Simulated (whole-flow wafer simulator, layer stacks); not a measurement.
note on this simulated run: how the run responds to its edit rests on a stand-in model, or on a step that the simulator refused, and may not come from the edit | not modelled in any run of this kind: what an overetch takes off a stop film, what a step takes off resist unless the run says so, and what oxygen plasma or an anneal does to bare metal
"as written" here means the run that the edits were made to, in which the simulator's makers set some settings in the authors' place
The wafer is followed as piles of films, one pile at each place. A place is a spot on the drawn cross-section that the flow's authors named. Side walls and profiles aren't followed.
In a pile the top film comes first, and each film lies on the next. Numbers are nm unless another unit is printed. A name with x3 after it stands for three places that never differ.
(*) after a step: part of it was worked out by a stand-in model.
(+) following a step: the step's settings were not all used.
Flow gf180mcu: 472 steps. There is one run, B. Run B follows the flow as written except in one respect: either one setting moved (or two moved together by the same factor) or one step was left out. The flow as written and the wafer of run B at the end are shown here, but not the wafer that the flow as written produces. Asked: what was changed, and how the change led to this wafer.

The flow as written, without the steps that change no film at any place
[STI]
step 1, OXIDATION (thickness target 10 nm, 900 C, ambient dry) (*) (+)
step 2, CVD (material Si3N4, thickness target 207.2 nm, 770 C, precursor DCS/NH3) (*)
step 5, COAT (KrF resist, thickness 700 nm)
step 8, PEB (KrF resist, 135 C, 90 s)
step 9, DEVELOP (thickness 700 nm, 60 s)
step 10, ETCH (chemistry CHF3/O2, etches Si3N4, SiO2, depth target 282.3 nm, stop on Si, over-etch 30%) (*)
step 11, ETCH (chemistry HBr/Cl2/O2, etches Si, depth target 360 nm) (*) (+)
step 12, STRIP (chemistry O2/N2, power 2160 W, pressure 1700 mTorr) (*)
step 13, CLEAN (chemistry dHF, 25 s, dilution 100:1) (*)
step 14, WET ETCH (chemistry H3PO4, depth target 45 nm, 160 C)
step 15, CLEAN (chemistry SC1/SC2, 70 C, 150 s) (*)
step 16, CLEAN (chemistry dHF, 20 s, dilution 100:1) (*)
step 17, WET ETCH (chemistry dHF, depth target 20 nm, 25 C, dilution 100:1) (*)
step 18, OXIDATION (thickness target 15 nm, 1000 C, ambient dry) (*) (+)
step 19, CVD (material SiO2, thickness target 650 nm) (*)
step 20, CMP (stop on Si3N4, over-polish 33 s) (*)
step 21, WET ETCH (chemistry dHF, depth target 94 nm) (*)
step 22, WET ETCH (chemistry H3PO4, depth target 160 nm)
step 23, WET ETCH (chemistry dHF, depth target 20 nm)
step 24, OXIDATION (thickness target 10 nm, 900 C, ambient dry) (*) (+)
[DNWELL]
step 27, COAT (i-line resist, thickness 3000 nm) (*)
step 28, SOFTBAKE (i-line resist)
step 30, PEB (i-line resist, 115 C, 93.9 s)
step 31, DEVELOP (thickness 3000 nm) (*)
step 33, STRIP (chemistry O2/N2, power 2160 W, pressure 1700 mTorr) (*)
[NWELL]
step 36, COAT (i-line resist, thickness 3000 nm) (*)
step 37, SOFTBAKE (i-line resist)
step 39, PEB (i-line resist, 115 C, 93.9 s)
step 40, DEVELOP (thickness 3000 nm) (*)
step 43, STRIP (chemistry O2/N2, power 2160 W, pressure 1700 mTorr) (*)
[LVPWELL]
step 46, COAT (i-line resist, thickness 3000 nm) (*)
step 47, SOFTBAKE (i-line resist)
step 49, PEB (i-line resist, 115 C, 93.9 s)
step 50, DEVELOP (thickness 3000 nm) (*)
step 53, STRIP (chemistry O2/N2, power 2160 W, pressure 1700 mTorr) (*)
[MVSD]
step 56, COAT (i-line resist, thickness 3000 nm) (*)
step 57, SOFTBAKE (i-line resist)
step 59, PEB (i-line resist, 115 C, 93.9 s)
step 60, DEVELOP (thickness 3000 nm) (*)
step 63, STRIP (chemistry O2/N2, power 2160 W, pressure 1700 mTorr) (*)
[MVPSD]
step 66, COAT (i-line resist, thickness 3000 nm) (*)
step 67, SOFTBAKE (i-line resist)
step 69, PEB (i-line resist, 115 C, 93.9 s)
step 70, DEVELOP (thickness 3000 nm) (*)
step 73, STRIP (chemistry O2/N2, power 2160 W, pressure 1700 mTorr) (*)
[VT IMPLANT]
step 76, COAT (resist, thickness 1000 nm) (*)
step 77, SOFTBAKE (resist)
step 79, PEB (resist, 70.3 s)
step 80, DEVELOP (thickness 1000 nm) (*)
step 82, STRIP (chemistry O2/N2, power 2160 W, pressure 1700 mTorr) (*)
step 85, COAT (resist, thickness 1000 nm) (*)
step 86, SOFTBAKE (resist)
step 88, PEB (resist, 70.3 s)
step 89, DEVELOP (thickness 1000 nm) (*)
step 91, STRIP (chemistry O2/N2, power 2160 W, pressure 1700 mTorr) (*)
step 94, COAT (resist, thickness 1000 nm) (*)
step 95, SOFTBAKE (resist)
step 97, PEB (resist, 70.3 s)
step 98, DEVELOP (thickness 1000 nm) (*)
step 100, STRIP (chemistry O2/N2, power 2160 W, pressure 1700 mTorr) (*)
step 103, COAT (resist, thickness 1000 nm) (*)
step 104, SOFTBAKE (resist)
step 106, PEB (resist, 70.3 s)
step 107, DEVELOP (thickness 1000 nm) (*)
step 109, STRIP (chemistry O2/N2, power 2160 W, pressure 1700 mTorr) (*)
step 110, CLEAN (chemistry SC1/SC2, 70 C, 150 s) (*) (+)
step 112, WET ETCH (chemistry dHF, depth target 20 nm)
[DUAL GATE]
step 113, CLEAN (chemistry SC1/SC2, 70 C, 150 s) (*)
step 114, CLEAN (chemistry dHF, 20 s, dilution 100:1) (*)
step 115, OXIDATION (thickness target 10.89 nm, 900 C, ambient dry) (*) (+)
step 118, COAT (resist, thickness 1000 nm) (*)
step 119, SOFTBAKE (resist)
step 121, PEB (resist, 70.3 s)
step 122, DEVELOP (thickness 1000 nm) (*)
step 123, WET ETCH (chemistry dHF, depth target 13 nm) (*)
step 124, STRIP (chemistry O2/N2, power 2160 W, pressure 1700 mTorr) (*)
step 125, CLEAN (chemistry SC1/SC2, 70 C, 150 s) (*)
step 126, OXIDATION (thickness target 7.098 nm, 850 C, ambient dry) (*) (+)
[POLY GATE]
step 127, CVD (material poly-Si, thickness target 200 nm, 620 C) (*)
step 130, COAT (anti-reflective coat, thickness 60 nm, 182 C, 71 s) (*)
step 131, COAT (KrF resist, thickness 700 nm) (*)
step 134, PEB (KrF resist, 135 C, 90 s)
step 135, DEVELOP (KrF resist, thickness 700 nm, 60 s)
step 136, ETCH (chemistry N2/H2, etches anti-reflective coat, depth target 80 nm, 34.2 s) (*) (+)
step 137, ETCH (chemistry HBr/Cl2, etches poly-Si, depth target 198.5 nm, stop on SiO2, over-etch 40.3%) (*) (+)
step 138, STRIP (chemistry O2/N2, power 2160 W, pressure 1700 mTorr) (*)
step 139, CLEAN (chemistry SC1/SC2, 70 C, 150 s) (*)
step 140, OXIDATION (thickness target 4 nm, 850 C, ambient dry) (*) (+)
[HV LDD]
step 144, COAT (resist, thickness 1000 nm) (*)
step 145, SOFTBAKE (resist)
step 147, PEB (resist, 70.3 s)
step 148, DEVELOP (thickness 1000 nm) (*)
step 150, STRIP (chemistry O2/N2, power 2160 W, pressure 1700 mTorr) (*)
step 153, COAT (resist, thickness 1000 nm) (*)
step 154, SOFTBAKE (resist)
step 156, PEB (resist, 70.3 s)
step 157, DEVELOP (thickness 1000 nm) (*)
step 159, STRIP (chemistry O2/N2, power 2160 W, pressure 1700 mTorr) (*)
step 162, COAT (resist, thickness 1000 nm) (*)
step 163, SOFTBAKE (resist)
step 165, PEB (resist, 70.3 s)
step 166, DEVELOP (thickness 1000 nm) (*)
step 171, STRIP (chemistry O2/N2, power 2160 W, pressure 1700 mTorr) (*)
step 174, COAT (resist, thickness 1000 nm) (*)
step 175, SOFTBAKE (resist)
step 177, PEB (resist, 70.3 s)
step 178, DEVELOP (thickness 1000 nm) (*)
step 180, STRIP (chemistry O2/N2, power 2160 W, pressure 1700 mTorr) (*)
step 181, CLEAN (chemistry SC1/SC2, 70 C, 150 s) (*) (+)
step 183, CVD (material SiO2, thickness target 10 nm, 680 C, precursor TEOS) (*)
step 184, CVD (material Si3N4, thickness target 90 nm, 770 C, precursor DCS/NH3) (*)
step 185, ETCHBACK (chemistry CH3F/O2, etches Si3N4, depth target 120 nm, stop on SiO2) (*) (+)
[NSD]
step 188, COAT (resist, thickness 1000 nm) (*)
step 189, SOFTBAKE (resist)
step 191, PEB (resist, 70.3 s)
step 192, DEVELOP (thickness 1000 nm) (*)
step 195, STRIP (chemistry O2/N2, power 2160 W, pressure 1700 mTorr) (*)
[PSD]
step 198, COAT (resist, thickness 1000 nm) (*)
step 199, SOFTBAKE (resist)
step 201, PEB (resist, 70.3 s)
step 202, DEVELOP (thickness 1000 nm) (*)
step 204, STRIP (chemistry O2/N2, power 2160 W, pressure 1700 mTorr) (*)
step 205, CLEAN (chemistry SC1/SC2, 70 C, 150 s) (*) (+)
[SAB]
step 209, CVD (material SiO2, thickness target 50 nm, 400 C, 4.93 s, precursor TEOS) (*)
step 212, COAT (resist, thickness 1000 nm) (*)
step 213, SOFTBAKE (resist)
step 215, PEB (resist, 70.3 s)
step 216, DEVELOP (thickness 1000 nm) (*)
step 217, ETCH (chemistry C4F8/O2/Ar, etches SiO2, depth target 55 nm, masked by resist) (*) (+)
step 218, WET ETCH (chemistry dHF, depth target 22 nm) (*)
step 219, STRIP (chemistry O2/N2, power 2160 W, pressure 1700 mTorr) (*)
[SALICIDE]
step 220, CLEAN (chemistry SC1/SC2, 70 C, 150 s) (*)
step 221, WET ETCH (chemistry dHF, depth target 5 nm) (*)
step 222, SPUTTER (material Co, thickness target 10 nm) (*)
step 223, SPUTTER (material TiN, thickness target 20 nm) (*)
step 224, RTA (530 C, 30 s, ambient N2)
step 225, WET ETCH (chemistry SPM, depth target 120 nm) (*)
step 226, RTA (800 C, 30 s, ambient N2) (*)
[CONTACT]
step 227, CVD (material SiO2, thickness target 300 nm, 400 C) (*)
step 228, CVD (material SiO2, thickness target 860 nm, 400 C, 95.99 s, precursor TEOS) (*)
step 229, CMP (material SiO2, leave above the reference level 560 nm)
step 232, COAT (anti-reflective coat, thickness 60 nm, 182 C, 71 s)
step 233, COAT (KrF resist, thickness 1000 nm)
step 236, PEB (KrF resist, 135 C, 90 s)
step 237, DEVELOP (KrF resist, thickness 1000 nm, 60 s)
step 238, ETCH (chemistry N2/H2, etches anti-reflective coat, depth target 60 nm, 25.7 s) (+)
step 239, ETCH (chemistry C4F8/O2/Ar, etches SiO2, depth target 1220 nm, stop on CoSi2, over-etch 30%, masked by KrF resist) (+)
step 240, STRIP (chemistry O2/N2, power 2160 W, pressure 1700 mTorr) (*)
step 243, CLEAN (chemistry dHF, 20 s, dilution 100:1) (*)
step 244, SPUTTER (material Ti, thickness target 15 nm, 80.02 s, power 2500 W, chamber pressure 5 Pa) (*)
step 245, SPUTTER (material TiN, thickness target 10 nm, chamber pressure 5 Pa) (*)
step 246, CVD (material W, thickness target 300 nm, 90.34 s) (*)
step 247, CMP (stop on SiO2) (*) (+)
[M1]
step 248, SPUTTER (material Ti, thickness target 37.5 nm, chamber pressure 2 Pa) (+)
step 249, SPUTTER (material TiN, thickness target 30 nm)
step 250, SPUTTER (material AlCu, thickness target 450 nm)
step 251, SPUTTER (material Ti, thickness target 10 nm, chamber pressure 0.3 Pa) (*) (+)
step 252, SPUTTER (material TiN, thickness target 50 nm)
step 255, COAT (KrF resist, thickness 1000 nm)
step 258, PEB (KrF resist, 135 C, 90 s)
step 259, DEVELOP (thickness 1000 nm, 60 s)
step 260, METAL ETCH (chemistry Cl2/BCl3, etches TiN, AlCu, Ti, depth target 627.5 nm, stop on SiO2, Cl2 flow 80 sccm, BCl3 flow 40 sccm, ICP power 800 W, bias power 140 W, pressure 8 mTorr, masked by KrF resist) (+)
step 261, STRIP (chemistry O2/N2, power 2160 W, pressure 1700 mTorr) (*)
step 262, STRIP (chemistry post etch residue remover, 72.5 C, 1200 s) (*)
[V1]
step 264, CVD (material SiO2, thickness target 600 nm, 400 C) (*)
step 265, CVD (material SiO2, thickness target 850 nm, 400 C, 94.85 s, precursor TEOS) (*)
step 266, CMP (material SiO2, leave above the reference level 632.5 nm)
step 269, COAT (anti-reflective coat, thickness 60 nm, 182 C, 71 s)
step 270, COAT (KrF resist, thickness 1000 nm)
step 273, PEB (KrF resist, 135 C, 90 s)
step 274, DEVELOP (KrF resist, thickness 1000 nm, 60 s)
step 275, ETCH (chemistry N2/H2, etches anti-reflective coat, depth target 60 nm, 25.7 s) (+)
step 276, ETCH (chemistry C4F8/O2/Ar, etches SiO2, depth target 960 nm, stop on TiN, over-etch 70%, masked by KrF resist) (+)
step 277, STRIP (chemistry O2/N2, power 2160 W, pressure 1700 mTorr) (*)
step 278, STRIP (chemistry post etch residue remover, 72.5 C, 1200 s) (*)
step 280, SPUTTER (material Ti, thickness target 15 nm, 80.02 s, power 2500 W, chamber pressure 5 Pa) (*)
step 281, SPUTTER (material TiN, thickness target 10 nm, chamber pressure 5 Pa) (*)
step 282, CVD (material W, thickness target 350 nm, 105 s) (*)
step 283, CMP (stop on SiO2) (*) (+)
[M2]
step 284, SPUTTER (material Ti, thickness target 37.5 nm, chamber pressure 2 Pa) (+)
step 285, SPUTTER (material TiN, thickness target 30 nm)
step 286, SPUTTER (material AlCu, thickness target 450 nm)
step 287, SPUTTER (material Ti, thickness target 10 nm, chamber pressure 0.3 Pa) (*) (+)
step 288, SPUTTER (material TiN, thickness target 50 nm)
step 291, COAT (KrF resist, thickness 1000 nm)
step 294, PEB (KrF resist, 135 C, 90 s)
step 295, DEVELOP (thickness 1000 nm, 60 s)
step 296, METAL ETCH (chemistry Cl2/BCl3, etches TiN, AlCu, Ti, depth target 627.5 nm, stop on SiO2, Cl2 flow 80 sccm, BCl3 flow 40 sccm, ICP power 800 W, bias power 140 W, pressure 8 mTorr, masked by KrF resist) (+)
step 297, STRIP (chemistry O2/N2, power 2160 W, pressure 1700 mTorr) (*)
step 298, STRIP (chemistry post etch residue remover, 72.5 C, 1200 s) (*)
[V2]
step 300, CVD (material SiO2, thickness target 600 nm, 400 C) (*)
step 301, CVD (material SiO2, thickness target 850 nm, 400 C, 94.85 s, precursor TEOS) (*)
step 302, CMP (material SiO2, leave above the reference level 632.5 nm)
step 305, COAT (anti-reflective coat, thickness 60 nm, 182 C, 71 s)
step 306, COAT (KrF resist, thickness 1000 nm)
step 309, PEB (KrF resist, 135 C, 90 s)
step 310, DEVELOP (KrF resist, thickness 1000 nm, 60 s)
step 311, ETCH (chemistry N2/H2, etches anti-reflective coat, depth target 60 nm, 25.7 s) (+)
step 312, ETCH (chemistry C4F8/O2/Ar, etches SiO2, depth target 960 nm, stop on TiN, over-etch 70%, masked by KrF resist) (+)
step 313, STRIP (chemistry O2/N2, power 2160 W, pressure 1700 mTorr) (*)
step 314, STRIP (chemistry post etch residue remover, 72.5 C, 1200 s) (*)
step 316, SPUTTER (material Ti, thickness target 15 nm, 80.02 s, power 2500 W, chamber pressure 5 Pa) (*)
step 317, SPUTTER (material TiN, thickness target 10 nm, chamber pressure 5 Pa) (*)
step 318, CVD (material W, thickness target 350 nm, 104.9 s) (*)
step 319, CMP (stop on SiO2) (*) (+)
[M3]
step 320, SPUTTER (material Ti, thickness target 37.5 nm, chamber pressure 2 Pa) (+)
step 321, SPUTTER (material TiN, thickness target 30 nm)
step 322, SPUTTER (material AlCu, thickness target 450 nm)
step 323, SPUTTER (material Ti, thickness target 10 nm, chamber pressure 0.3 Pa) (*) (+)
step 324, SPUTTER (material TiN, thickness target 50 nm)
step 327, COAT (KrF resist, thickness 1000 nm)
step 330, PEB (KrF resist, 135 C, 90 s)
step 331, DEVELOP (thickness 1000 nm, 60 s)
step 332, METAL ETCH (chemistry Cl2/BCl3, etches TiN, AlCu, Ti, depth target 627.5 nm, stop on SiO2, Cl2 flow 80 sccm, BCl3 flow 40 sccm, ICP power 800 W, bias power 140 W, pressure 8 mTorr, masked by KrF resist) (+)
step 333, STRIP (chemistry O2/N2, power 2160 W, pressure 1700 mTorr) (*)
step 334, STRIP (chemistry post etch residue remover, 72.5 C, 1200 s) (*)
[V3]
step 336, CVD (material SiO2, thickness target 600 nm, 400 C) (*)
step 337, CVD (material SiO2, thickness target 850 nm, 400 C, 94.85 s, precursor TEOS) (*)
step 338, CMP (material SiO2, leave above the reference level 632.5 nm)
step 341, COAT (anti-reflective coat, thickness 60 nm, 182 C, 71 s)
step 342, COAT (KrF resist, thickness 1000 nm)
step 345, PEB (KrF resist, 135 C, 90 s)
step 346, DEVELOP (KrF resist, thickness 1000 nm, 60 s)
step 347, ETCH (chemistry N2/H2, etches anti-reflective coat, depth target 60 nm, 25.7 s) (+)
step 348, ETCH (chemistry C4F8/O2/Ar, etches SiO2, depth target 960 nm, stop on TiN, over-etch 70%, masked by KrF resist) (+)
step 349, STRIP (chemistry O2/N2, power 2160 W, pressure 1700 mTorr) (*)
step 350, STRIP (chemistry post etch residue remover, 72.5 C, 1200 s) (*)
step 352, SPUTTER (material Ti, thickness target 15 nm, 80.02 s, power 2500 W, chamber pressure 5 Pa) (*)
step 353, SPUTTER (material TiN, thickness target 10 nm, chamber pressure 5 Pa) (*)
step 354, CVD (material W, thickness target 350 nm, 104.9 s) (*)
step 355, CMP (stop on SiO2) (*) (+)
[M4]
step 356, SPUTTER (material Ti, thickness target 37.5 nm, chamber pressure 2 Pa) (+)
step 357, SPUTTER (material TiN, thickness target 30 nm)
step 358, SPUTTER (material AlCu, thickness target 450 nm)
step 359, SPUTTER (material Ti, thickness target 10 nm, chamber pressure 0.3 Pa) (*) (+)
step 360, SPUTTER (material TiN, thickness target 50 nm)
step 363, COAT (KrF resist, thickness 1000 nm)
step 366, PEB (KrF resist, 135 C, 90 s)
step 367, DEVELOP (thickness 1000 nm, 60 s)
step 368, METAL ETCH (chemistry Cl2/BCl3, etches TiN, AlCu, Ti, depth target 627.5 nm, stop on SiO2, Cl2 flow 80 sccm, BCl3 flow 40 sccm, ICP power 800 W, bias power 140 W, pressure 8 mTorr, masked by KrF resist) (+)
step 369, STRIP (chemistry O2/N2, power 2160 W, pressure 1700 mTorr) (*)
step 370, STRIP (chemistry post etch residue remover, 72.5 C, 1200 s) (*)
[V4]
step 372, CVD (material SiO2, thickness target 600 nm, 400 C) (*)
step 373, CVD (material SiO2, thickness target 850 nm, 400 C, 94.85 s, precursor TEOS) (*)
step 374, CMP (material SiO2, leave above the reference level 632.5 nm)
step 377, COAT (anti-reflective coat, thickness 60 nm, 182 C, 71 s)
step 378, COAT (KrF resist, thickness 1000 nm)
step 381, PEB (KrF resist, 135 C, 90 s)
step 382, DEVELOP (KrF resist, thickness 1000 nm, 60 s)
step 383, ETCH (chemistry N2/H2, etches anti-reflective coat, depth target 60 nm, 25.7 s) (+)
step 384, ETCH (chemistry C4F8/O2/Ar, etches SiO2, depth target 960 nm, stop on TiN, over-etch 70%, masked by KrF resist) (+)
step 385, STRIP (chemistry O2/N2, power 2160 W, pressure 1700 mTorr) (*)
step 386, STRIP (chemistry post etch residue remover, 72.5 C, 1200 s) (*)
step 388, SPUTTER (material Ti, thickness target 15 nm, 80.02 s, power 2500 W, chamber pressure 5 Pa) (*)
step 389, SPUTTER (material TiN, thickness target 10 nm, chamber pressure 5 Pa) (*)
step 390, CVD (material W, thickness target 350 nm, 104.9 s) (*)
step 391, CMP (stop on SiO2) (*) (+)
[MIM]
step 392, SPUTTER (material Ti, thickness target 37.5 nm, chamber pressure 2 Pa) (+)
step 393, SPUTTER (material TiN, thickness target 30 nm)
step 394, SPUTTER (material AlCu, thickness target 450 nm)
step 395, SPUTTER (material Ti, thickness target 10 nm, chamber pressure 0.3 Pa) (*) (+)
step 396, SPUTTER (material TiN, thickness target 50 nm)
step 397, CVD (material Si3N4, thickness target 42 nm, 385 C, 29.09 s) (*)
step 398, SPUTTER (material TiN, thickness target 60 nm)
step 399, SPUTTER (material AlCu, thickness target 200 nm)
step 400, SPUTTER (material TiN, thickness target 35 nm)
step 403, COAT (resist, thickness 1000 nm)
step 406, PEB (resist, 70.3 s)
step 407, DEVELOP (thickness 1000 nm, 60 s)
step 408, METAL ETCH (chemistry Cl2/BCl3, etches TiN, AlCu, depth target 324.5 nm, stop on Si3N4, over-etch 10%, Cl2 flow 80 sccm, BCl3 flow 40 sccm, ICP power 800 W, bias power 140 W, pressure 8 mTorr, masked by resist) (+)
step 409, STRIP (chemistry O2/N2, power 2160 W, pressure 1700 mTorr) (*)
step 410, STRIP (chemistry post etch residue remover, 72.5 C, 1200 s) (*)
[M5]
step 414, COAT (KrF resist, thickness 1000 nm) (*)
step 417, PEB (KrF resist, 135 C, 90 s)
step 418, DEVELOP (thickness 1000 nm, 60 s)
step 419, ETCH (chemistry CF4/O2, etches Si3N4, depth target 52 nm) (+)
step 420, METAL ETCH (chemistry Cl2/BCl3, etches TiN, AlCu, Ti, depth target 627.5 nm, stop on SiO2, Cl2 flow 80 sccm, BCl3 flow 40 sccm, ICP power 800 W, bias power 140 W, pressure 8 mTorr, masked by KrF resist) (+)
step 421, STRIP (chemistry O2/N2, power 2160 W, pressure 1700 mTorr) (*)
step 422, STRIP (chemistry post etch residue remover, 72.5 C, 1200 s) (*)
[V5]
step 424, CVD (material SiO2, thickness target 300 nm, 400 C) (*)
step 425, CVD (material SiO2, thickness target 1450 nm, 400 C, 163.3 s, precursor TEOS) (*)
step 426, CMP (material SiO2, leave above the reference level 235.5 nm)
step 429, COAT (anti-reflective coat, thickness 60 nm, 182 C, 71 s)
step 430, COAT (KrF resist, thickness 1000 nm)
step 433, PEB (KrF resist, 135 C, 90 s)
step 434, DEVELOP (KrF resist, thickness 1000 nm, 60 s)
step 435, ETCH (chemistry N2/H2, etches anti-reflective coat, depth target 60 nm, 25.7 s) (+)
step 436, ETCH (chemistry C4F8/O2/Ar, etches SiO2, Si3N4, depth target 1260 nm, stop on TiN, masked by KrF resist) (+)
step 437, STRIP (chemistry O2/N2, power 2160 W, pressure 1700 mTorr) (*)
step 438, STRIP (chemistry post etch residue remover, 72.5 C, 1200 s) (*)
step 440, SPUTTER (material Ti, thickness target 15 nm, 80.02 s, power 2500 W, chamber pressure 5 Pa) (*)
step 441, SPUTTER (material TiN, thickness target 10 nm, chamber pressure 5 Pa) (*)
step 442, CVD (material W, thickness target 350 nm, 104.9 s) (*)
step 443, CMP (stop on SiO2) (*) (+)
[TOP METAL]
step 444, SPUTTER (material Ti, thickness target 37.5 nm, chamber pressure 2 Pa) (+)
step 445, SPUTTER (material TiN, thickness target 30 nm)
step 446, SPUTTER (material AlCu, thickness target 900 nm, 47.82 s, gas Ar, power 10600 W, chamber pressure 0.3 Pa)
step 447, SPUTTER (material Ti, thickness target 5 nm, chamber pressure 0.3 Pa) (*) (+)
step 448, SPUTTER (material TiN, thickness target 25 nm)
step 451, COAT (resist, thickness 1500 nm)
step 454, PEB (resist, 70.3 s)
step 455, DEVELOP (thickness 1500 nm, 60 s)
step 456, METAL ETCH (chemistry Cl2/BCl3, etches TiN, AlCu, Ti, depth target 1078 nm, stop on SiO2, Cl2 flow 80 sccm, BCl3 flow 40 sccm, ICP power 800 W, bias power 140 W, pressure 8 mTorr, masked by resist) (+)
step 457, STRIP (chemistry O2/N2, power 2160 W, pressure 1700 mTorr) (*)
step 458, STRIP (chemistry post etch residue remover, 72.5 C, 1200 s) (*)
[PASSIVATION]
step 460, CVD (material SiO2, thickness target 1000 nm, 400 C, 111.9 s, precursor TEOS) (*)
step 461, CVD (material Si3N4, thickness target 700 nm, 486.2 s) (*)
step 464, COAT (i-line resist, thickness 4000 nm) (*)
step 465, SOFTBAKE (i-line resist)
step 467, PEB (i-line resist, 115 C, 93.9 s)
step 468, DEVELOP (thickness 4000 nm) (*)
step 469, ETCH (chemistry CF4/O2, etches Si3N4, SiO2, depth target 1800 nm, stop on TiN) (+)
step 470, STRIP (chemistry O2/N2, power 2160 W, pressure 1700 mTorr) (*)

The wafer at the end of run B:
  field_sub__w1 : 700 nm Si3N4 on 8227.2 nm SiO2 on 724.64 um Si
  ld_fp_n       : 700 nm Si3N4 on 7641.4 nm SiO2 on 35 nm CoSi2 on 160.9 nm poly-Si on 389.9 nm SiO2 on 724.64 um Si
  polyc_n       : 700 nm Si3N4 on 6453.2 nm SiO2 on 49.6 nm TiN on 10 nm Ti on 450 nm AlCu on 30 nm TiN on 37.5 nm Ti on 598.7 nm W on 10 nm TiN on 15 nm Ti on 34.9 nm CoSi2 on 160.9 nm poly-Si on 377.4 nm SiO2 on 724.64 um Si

Cause: step 23, WET ETCH: depth target 13 nm was run, while the flow as written has depth target 20 nm.

Step by step, how the change led to this:
  step 23, WET ETCH (chemistry dHF, depth target 20 nm)
      field, field_sub, sti and 34 more: SiO2 loses 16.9 (it would be, as written: SiO2 loses 26)
  step 28, SOFTBAKE (i-line resist)
      ldn_fp, ldn_drn: i-line resist gains 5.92 (it would be, as written: i-line resist gains 4.83)
      field: i-line resist gains 3.11 (it would be, as written: i-line resist gains 2.45)
      (and at 30 other places as well)
  step 37, SOFTBAKE (i-line resist)
      ldn_fp, ldn_drn: i-line resist gains 5.92 (it would be, as written: i-line resist gains 4.83)
      field: i-line resist gains 3.11 (it would be, as written: i-line resist gains 2.45)
      (and at 30 other places as well)
  step 47, SOFTBAKE (i-line resist)
      ldn_fp, ldn_drn: i-line resist gains 5.92 (it would be, as written: i-line resist gains 4.83)
      field: i-line resist gains 3.11 (it would be, as written: i-line resist gains 2.45)
      (and at 30 other places as well)
  step 57, SOFTBAKE (i-line resist)
      ldn_fp, ldn_drn: i-line resist gains 5.92 (it would be, as written: i-line resist gains 4.83)
      field: i-line resist gains 3.11 (it would be, as written: i-line resist gains 2.45)
      (and at 30 other places as well)
  step 67, SOFTBAKE (i-line resist)
      ldn_fp, ldn_drn: i-line resist gains 5.92 (it would be, as written: i-line resist gains 4.83)
      field: i-line resist gains 3.11 (it would be, as written: i-line resist gains 2.45)
      (and at 30 other places as well)
  step 130, COAT (anti-reflective coat, thickness 60 nm, 182 C, 71 s) (*)
      p_well, spacer, sd_n: anti-reflective coat gains 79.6 (new film) (it would be, as written: anti-reflective coat gains 70.9 (new film))
      field: anti-reflective coat gains 58.6 (new film) (it would be, as written: anti-reflective coat gains 61.5 (new film))
      (and at 69 other places as well)
  step 136, ETCH (chemistry N2/H2, etches anti-reflective coat, depth target 80 nm, 34.2 s) (*) (+)
      p_well, spacer, sd_n: anti-reflective coat loses 79.6 (all of it), poly-Si loses 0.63 (it would be, as written: anti-reflective coat loses 70.9 (all of it), poly-Si loses 0.85)
      field: anti-reflective coat loses 58.6 (all of it), poly-Si loses 1.16 (it would be, as written: anti-reflective coat loses 61.5 (all of it), poly-Si loses 1.09)
      (and at 48 other places as well)
  step 138, STRIP (chemistry O2/N2, power 2160 W, pressure 1700 mTorr) (*)
      gate: chemical SiO2 gains 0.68 (new film), KrF resist loses 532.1 (all of it), anti-reflective coat loses 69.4 (all of it), poly-Si loses 0.3 (it would be, as written: chemical SiO2 gains 0.68 (new film), KrF resist loses 531.7 (all of it), anti-reflective coat loses 65.5 (all of it), poly-Si loses 0.3)
      gate_hv: chemical SiO2 gains 0.68 (new film), KrF resist loses 530.2 (all of it), anti-reflective coat loses 62.5 (all of it), poly-Si loses 0.3 (it would be, as written: chemical SiO2 gains 0.68 (new film), KrF resist loses 528.4 (all of it), anti-reflective coat loses 61 (all of it), poly-Si loses 0.3)
      (and at 19 other places as well)
  step 145, SOFTBAKE (resist)
      gate_p_hv: resist loses 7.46 (it would be, as written: resist loses 7.98)
  step 154, SOFTBAKE (resist)
      gate_p_hv: resist loses 7.46 (it would be, as written: resist loses 7.98)
  step 163, SOFTBAKE (resist)
      gate_p_hv: resist loses 7.46 (it would be, as written: resist loses 7.98)
  step 175, SOFTBAKE (resist)
      gate_p_hv: resist loses 7.46 (it would be, as written: resist loses 7.98)
  step 189, SOFTBAKE (resist)
      active_hv: resist loses 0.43 (it would be, as written: resist gains 2.68)
      active_nat: resist gains 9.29 (it would be, as written: resist gains 5.49)
  step 199, SOFTBAKE (resist)
      active_hv: resist loses 0.43 (it would be, as written: resist gains 2.68)
      active_nat: resist gains 9.29 (it would be, as written: resist gains 5.49)
  step 209, CVD (material SiO2, thickness target 50 nm, 400 C, 4.93 s, precursor TEOS) (*)
      ld_drn_p: SiO2 gains 45 (it would be, as written: SiO2 gains 46)
  ... 4 further steps ...
  step 229, CMP (material SiO2, leave above the reference level 560 nm)
      ldn_sep__w1, ldn_sep__w2, ldn_dft and 8 more: SiO2 loses 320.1 (it would be, as written: SiO2 loses 311)
      sti, mim_1p0, pad, dice_street, iso_nw_fld, iso_fld_sub: SiO2 loses 305.9 (it would be, as written: SiO2 loses 296.8)
      (and at 40 other places as well)
